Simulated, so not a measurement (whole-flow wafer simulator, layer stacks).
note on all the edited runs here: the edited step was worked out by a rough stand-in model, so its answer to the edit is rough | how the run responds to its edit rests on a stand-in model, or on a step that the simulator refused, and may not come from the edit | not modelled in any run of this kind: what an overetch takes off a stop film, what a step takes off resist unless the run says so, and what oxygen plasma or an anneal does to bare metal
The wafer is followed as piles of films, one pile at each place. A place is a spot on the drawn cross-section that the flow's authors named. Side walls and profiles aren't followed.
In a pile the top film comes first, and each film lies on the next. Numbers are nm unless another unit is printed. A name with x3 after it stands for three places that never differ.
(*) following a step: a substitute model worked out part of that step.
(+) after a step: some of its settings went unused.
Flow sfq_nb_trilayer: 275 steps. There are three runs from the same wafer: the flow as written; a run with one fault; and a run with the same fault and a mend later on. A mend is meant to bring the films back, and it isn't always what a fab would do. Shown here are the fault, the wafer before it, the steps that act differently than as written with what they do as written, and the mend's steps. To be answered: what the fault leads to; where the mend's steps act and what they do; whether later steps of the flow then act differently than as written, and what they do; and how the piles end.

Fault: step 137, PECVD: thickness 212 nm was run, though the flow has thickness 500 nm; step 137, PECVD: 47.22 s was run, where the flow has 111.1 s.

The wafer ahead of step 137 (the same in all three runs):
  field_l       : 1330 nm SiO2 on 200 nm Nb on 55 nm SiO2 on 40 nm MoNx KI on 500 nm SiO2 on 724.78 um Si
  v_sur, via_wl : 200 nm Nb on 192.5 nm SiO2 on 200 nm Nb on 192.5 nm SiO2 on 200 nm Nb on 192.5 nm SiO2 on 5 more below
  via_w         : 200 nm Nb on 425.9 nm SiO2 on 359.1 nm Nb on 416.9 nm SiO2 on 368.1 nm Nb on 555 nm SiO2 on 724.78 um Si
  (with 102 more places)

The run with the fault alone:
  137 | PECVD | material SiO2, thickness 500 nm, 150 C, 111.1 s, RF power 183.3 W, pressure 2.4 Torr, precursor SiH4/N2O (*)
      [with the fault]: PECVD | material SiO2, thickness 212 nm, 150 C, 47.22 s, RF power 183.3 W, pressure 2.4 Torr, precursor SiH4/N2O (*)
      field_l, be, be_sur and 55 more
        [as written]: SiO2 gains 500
        [with the fault]: SiO2 gains 212
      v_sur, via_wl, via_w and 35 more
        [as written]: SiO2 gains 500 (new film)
        [with the fault]: SiO2 gains 212 (new film)
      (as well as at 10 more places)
  Later steps of the flow acting differently than as written (not shown: 18 more steps that differ only slightly, by at most 2% or 0.5 nm, whichever is larger):
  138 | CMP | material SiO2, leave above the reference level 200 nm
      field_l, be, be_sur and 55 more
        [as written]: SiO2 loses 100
        [with the fault]: nothing
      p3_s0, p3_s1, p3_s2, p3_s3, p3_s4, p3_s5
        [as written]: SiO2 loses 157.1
        [with the fault]: nothing
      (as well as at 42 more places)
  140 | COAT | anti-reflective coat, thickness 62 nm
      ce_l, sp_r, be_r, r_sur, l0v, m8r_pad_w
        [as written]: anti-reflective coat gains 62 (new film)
        [with the fault]: anti-reflective coat gains 64.8 (new film)
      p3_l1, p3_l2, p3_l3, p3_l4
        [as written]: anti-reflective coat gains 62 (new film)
        [with the fault]: anti-reflective coat gains 42.7 (new film)
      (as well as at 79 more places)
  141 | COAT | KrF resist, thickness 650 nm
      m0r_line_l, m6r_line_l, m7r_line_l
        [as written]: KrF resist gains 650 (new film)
        [with the fault]: KrF resist gains 685.4 (new film)
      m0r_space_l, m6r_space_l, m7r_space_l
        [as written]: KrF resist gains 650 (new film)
        [with the fault]: KrF resist gains 675.6 (new film)
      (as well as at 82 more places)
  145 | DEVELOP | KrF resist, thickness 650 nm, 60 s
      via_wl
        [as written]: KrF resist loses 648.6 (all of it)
        [with the fault]: KrF resist loses 573.9 (all of it)
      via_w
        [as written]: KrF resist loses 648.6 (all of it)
        [with the fault]: KrF resist loses 583.1 (all of it)
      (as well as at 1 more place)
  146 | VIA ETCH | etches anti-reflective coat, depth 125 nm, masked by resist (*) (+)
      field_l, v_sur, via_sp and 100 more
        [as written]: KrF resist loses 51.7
        [with the fault]: KrF resist loses 39.6
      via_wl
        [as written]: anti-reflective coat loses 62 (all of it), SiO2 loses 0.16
        [with the fault]: anti-reflective coat loses 47.2 (all of it), SiO2 loses 0.12
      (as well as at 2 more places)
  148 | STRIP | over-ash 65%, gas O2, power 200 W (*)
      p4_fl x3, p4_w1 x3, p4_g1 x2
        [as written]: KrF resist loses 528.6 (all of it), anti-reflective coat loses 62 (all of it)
        [with the fault]: KrF resist loses 540.6 (all of it), anti-reflective coat loses 62 (all of it)
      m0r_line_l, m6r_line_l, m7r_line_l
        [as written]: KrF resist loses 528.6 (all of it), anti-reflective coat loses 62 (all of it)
        [with the fault]: KrF resist loses 576 (all of it), anti-reflective coat loses 61.8 (all of it)
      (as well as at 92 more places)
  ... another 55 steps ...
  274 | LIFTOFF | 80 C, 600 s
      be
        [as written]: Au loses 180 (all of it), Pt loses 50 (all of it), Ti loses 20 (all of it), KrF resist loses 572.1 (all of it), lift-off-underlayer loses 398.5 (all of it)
        [with the fault]: Au loses 180 (all of it), Pt loses 50 (all of it), Ti loses 20 (all of it), KrF resist loses 613.8 (all of it), lift-off-underlayer loses 720.8 (all of it)
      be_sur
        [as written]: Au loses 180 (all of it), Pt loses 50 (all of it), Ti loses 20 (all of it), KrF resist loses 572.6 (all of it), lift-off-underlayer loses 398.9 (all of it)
        [with the fault]: Au loses 180 (all of it), Pt loses 50 (all of it), Ti loses 20 (all of it), KrF resist loses 587.3 (all of it), lift-off-underlayer loses 366.3 (all of it)
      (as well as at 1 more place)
  By the end, the piles at via_v, be, be_sur and 38 more depart from the flow's by more than 2% or 0.5 nm, whichever is larger.
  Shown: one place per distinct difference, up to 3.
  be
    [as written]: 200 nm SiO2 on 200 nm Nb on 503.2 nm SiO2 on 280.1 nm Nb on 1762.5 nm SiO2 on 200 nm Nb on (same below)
    [with the fault]: 312.8 nm SiO2 on 119.8 nm Nb on 208.7 nm SiO2 on 125.9 nm Nb on 50.9 nm SiO2 on 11 nm Al2O3 on 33 nm Nb2O5 on 123.9 nm Nb on 1574.5 nm SiO2 on 200 nm Nb on (same below)
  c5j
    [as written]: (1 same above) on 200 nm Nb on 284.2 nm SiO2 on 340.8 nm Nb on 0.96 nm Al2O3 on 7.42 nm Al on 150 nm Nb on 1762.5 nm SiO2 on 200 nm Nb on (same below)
    [with the fault]: (1 same above) on 200 nm Nb on 293.3 nm SiO2 on 183.3 nm Nb on 166.4 nm SiO2 on 170 nm Nb on 0.96 nm Al2O3 on 7.42 nm Al on 150 nm Nb on 1574.5 nm SiO2 on 200 nm Nb on (same below)
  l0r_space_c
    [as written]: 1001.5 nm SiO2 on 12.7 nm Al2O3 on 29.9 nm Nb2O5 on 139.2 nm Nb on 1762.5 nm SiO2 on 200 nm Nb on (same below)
    [with the fault]: 1189.5 nm SiO2 on 12.7 nm Al2O3 on 29.9 nm Nb2O5 on 139.2 nm Nb on 1574.5 nm SiO2 on 200 nm Nb on (same below)

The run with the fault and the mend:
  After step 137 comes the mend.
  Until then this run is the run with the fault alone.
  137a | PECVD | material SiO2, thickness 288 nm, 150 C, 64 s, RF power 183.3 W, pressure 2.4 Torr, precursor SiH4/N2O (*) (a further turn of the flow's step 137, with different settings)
      field_l, v_sur, via_wl and 99 more
        SiO2 gains 288
      lsp_r, l0_sur, l0v
        SiO2 gains 283.5
      via_v
        SiO2 gains 406.9
  Later steps of the flow acting differently than as written:
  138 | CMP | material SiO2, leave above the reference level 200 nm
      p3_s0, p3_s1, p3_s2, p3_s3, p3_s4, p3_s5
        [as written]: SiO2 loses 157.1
        [with the mend]: SiO2 loses 100
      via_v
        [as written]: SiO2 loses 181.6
        [with the mend]: SiO2 loses 157.1
  At every place that both follow, the piles at the end match the flow's.
